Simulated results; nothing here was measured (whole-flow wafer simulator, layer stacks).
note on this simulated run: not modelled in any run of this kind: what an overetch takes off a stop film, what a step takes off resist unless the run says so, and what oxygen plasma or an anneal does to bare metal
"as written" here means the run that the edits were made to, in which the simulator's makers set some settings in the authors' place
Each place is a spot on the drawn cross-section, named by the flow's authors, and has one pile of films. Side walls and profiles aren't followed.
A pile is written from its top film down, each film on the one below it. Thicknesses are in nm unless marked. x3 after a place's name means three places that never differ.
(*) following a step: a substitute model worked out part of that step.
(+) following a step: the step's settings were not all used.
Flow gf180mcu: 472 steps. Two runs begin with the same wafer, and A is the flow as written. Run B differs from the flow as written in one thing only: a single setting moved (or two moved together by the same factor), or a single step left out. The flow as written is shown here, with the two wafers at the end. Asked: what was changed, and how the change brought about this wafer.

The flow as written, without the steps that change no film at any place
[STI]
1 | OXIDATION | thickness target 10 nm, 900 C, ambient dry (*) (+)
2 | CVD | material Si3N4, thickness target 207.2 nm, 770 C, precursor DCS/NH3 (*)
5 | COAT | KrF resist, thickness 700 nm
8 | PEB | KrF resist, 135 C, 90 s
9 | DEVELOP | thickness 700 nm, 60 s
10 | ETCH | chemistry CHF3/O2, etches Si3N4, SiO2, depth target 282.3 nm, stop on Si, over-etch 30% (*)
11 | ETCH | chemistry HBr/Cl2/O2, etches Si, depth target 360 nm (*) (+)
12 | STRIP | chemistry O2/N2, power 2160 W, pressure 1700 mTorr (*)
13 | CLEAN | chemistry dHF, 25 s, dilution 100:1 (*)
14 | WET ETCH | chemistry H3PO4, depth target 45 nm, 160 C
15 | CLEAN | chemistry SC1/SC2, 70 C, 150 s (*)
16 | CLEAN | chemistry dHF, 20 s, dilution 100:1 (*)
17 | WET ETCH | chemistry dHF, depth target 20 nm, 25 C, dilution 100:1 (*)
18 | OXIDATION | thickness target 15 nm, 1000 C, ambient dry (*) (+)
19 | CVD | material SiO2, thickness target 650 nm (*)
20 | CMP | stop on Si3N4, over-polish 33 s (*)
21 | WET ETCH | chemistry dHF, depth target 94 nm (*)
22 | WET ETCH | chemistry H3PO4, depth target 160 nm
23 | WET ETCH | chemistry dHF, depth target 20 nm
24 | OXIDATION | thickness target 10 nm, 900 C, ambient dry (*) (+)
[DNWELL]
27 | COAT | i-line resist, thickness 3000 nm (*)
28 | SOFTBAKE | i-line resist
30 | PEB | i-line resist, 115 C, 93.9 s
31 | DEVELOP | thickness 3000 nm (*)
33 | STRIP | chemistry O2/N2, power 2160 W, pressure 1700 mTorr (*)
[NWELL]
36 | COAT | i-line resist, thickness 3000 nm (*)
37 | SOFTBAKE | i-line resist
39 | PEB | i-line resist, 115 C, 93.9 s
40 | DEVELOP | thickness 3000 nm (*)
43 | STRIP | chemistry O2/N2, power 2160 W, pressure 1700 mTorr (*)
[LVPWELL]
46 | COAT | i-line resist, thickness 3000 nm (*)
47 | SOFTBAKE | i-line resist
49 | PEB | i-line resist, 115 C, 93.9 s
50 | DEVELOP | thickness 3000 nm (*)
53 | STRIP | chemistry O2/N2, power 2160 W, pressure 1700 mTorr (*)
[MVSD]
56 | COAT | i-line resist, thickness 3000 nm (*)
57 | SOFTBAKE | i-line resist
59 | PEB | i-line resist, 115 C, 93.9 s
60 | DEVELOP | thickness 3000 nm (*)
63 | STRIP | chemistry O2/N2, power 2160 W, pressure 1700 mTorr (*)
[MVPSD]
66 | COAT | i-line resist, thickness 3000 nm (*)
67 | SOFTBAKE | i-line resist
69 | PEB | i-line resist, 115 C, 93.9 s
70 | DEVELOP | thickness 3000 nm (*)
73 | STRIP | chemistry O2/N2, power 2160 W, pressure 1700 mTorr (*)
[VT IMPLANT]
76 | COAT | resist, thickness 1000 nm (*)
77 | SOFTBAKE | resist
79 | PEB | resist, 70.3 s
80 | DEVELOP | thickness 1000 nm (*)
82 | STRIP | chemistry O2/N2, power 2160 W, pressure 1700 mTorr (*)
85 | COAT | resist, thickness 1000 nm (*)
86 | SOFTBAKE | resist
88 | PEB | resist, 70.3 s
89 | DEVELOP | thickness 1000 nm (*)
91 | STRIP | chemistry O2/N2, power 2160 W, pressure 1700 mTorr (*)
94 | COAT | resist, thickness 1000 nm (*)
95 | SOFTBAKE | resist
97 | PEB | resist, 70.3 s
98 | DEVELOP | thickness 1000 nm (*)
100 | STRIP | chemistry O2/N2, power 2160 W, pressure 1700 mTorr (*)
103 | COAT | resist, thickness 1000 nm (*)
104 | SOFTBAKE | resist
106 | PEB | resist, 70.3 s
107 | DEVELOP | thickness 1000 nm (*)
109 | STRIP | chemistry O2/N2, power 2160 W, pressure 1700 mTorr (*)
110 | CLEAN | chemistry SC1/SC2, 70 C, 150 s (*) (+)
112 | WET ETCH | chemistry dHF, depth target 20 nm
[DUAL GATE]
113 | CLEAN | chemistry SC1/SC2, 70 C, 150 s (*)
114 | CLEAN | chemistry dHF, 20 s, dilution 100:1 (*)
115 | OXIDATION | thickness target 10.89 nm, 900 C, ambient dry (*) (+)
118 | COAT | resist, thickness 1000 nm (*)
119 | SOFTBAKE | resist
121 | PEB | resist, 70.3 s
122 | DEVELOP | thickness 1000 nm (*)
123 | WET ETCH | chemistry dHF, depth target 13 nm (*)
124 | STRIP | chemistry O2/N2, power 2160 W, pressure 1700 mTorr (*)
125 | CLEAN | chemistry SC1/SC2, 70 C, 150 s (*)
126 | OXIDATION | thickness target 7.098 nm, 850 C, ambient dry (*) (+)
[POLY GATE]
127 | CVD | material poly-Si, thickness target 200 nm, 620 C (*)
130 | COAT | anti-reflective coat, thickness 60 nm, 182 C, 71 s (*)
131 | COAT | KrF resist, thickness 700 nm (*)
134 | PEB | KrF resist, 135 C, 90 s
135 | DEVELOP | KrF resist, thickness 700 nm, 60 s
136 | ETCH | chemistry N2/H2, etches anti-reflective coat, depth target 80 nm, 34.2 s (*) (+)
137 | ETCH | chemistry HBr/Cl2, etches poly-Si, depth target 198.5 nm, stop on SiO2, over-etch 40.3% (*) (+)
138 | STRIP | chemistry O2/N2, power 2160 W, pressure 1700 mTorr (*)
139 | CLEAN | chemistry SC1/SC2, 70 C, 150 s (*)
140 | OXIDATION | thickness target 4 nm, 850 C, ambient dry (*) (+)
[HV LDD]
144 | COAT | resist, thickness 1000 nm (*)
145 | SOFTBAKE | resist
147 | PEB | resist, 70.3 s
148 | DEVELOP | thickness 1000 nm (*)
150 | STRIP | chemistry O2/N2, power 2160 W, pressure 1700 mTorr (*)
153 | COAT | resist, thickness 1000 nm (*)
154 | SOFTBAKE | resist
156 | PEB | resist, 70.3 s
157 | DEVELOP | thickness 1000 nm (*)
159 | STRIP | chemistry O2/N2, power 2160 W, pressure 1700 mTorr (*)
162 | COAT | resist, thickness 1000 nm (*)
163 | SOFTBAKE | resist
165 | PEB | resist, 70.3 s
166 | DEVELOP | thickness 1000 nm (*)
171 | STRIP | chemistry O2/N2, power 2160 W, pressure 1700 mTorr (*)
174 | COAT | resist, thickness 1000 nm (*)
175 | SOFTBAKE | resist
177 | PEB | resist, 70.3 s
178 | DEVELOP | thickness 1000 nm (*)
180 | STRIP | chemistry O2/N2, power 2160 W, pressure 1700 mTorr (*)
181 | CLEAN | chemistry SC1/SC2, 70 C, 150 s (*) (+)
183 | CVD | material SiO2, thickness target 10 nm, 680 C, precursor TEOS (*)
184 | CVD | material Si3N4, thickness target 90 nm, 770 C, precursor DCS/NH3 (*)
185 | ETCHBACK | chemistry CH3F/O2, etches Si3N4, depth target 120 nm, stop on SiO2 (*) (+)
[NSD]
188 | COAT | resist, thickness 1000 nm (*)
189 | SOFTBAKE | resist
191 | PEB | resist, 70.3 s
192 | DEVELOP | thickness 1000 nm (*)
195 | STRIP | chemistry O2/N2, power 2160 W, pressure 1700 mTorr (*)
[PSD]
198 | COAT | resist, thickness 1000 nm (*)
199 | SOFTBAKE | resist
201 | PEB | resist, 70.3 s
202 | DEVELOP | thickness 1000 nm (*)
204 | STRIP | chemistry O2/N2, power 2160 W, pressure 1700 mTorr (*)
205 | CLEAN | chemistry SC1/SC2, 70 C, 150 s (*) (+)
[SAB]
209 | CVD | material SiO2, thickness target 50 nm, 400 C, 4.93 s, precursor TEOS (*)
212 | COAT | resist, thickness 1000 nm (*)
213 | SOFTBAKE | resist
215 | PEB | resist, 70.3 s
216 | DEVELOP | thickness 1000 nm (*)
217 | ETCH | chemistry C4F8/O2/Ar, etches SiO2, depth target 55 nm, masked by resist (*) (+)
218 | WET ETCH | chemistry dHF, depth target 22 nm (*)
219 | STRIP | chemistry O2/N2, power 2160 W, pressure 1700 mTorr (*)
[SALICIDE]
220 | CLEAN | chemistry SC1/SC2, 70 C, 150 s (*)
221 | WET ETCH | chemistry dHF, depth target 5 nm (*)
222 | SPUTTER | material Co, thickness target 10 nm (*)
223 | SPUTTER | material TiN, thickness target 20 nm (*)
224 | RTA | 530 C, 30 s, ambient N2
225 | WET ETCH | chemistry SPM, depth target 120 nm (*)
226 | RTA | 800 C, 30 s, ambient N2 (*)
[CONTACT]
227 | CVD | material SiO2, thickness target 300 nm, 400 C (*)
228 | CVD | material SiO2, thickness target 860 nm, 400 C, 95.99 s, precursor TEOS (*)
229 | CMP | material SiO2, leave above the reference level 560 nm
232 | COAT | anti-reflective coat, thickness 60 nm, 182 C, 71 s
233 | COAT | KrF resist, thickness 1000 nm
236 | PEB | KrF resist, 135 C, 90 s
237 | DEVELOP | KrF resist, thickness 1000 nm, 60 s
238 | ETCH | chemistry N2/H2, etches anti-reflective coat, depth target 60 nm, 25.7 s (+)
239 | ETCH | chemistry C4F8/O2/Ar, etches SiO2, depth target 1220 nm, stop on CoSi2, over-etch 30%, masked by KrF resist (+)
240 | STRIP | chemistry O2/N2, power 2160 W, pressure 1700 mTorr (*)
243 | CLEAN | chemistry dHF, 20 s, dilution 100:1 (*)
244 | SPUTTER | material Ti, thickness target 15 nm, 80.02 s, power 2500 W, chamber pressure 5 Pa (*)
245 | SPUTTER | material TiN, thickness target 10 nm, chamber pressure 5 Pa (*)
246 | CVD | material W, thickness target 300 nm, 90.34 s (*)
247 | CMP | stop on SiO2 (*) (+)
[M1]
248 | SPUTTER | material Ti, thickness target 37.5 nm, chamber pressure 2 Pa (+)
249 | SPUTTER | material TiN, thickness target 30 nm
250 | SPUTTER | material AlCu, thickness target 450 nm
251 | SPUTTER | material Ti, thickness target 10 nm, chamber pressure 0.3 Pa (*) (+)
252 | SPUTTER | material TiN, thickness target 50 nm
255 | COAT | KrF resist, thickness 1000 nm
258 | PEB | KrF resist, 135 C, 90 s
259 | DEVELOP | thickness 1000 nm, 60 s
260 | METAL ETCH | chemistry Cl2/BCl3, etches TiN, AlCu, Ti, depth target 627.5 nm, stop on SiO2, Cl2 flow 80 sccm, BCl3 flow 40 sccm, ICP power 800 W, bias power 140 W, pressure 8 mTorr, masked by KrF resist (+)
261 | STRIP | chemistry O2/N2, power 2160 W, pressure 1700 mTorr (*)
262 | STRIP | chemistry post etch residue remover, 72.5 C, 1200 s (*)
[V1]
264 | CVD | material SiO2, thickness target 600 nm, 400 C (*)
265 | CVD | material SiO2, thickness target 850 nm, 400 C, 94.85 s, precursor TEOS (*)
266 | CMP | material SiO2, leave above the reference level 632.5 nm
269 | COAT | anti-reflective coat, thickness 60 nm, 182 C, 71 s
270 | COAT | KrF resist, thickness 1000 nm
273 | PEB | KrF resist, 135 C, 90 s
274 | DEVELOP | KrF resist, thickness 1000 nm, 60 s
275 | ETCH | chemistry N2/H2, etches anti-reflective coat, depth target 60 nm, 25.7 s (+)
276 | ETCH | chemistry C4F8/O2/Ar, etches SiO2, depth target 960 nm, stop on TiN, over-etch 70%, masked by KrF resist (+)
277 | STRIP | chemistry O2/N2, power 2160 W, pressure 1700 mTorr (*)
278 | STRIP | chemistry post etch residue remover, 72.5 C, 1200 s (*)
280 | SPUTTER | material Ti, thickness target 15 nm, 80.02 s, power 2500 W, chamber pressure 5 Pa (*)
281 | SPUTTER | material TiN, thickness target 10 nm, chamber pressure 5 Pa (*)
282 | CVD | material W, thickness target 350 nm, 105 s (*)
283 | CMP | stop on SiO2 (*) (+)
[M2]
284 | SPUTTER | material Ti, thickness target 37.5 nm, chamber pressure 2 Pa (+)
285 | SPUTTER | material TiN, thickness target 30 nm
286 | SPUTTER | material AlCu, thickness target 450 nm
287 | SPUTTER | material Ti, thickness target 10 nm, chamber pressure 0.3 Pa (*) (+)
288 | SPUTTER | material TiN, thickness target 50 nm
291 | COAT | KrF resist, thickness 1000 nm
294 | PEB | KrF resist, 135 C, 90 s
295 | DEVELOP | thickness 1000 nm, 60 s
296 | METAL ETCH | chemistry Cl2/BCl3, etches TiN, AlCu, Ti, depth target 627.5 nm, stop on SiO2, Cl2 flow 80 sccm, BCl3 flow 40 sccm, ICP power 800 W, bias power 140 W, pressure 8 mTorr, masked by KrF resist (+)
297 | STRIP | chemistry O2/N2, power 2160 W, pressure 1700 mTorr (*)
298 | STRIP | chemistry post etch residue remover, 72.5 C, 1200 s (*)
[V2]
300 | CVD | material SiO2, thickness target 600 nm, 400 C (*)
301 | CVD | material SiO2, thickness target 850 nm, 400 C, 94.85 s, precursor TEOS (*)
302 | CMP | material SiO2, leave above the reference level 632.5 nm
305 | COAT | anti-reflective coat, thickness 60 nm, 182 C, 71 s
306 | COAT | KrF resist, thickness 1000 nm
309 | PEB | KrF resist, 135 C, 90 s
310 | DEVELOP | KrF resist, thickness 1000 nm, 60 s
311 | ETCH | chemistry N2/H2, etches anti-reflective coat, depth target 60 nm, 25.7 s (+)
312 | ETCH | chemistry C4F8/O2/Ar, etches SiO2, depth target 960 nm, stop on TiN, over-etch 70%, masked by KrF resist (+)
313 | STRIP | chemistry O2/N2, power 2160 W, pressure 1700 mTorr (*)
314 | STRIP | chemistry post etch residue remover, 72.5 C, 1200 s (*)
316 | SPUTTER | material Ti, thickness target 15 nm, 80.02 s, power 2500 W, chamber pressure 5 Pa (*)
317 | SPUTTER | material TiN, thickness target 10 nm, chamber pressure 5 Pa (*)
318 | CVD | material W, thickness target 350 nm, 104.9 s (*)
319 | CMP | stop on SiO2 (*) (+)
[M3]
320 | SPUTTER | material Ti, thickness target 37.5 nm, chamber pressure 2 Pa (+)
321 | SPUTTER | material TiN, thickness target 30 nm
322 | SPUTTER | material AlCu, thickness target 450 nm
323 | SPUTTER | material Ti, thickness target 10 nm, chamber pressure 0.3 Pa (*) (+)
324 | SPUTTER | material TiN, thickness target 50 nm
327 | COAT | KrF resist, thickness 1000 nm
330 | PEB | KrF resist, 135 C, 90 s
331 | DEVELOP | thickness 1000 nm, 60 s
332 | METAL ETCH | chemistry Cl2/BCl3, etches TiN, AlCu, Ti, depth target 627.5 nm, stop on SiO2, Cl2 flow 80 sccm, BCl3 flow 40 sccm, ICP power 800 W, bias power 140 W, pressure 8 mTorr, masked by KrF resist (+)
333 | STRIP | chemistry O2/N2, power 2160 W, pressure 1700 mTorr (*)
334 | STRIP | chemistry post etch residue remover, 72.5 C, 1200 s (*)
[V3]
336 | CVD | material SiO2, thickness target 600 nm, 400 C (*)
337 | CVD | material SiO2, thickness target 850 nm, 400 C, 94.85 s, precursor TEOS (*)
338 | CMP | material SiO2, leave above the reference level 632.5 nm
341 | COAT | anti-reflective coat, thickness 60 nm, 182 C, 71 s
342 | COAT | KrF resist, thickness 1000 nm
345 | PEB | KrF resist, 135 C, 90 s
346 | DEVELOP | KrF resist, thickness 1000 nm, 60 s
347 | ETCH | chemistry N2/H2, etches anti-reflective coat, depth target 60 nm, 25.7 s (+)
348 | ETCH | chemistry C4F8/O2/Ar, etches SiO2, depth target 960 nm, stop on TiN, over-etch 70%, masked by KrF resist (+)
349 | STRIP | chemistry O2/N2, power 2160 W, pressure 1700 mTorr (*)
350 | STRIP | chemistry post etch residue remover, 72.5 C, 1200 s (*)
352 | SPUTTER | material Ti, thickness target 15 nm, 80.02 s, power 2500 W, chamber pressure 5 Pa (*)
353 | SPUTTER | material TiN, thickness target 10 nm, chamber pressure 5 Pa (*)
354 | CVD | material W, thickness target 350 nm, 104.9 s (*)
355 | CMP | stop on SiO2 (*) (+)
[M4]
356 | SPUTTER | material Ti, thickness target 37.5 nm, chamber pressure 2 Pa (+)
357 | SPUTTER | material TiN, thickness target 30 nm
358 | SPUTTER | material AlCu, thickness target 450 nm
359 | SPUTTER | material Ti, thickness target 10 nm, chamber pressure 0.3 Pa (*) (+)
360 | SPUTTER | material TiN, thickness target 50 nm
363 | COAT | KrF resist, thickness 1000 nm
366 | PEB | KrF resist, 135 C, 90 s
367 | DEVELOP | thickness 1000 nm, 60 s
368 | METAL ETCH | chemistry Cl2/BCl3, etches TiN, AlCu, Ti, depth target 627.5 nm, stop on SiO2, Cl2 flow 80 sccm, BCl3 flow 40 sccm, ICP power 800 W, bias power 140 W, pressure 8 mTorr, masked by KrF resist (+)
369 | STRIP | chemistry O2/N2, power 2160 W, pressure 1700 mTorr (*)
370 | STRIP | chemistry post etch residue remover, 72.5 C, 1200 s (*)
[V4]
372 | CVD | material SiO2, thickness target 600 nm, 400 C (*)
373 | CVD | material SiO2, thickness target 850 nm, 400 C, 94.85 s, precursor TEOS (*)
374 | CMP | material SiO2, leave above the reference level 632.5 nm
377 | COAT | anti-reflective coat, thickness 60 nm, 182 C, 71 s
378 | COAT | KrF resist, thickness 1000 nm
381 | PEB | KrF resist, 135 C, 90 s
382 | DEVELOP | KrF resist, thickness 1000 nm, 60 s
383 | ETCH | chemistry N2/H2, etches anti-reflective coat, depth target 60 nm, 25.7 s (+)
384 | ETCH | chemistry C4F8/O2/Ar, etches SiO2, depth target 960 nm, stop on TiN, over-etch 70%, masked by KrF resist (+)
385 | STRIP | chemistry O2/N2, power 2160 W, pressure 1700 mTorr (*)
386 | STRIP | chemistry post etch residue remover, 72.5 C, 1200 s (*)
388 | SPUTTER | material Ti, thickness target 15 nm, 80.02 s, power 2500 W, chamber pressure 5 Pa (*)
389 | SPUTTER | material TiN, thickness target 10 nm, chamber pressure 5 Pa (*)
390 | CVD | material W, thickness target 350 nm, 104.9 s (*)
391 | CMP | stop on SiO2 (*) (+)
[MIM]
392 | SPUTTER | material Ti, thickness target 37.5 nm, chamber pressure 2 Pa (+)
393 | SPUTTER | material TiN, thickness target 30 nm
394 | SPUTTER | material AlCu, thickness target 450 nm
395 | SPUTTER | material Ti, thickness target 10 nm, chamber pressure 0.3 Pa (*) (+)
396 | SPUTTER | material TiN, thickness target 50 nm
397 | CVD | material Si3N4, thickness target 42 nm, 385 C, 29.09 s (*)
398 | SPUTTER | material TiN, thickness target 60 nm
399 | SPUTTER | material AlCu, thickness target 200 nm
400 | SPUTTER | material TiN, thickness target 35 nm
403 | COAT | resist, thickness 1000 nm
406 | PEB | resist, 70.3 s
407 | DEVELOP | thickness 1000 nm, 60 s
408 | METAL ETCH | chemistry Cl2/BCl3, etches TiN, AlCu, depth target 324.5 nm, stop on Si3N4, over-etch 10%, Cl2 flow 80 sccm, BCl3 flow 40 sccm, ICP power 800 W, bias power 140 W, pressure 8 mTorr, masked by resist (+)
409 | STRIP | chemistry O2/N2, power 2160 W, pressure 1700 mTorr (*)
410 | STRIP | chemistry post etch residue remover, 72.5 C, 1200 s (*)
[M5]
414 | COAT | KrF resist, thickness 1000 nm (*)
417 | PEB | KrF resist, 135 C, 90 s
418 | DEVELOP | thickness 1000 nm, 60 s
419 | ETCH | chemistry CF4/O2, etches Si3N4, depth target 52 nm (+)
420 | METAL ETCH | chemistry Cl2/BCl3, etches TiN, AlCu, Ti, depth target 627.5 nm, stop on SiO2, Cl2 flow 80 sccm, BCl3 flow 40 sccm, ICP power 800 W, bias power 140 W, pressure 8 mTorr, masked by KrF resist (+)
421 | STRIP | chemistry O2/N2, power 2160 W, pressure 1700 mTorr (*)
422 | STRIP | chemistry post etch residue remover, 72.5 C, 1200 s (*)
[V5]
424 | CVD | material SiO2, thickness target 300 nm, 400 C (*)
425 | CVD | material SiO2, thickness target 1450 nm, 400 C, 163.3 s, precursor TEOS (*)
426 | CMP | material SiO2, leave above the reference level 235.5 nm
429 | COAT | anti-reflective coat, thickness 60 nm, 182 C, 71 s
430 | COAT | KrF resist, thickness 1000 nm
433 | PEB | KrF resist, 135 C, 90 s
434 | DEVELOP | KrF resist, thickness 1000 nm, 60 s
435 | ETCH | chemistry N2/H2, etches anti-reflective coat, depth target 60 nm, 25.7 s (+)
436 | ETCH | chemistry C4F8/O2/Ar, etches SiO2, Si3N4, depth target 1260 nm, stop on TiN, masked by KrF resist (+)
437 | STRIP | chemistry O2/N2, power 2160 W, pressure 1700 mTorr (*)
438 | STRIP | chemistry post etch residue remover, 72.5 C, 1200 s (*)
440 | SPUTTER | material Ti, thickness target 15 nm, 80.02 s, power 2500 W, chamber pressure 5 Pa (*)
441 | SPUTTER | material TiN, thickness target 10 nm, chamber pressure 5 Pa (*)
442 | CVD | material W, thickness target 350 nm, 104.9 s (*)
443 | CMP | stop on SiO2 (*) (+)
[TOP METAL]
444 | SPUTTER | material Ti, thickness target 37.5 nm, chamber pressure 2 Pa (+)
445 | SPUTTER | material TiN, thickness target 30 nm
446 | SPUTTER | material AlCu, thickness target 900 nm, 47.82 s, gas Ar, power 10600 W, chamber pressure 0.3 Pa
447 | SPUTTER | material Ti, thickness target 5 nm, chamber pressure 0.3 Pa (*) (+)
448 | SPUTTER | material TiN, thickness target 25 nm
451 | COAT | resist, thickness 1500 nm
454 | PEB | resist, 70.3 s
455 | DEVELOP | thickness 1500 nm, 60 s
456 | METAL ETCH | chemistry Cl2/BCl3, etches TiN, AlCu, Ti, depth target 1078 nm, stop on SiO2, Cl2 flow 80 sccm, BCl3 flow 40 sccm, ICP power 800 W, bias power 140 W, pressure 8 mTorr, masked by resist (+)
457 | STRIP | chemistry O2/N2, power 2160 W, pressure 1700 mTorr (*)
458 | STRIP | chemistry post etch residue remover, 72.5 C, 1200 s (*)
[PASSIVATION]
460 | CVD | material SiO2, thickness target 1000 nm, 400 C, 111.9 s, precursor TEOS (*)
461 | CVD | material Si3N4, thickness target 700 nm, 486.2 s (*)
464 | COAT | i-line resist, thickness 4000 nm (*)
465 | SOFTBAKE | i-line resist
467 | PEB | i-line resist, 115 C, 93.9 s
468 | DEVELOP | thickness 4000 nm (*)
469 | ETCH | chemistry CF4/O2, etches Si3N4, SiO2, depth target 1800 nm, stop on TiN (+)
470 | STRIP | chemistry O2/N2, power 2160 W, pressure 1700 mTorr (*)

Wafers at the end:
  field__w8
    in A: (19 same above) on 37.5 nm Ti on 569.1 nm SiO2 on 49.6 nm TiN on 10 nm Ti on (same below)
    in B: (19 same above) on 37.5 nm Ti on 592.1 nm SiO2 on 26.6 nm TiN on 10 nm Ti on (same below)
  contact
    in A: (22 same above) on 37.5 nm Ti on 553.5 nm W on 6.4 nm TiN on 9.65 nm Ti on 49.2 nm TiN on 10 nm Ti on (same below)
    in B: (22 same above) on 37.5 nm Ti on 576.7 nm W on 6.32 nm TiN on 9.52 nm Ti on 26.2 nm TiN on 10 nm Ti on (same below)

Cause: step 324, SPUTTER: thickness target 27 nm was run, though the flow has thickness target 50 nm.

How this came from the change, step by step:
  324 | SPUTTER | material TiN, thickness target 50 nm
      field, field__w1, field__w2 and 108 more: A +50 TiN (new film) | B +27 TiN (new film)
  332 | METAL ETCH | chemistry Cl2/BCl3, etches TiN, AlCu, Ti, depth target 627.5 nm, stop on SiO2, Cl2 flow 80 sccm, BCl3 flow 40 sccm, ICP power 800 W, bias power 140 W, pressure 8 mTorr, masked by KrF resist (+)
      field, field__w1, field__w2 and 103 more: A -50 TiN (all of it), -10 Ti (all of it), -450 AlCu (all of it), -30 TiN (all of it), -37.5 Ti (all of it) | B -27 TiN (all of it), -10 Ti (all of it), -450 AlCu (all of it), -30 TiN (all of it), -37.5 Ti (all of it)
  338 | CMP | material SiO2, leave above the reference level 632.5 nm
      field__w8, contact, m1, m1__w1, m1_nw: A -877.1 SiO2 | B -854.1 SiO2
  348 | ETCH | chemistry C4F8/O2/Ar, etches SiO2, depth target 960 nm, stop on TiN, over-etch 70%, masked by KrF resist (+)
      contact: A -572.5 SiO2 (all of it) | B -595.5 SiO2 (all of it)
  354 | CVD | material W, thickness target 350 nm, 104.9 s (*)
      contact: A +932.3 W (new film) | B +955.5 W (new film)
